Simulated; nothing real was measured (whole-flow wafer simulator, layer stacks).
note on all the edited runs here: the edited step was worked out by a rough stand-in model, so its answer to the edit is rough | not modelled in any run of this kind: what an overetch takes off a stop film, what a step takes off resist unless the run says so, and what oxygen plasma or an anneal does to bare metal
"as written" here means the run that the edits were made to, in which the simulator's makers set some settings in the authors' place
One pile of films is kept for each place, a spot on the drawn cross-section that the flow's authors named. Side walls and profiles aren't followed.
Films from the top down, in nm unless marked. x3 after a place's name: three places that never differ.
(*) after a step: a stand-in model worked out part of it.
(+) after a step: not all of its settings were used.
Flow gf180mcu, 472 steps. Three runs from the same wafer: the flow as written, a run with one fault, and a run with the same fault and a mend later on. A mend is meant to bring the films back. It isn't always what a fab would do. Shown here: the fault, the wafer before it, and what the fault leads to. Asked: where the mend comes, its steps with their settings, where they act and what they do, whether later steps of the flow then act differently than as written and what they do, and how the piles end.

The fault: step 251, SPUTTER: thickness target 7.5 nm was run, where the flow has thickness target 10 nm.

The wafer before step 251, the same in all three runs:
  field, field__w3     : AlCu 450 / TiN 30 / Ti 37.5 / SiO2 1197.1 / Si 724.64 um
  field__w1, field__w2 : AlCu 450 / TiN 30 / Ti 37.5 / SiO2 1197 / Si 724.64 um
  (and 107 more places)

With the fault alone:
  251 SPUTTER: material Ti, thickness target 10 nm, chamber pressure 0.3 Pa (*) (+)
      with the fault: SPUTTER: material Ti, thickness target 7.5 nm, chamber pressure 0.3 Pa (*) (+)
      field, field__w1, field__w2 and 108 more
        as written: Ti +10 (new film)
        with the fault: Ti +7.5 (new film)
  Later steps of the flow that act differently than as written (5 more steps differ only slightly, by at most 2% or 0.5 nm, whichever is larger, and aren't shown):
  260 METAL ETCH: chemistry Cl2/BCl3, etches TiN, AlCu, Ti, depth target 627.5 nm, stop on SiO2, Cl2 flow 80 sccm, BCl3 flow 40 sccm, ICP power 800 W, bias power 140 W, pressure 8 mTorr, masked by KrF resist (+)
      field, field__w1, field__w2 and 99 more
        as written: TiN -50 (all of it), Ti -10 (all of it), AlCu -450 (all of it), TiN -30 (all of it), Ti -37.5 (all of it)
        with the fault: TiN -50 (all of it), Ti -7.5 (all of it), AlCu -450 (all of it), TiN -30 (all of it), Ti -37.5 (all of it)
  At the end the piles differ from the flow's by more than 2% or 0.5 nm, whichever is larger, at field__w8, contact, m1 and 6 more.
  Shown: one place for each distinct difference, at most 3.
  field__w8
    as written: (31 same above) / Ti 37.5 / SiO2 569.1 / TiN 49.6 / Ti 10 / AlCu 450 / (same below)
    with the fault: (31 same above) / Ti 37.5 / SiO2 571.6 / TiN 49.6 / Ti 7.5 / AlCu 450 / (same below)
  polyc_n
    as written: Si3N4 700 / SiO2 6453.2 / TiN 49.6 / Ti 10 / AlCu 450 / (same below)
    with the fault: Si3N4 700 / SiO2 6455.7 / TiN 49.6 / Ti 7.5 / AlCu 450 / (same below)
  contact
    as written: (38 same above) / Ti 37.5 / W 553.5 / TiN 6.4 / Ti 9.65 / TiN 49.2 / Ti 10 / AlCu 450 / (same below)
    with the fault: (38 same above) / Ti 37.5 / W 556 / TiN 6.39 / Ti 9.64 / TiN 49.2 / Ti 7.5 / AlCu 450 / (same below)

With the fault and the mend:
  The mend comes after step 251.
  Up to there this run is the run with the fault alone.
  251a SPUTTER: material Ti, thickness target 2.5 nm, chamber pressure 0.3 Pa (*) (+) (the flow's step 251 once more, with other settings)
      field, field__w1, field__w2 and 108 more
        Ti +2.5
  No later step of the flow acts differently than as written at any place that is followed.
  At the end the piles are the same as the flow's at every place that both follow.
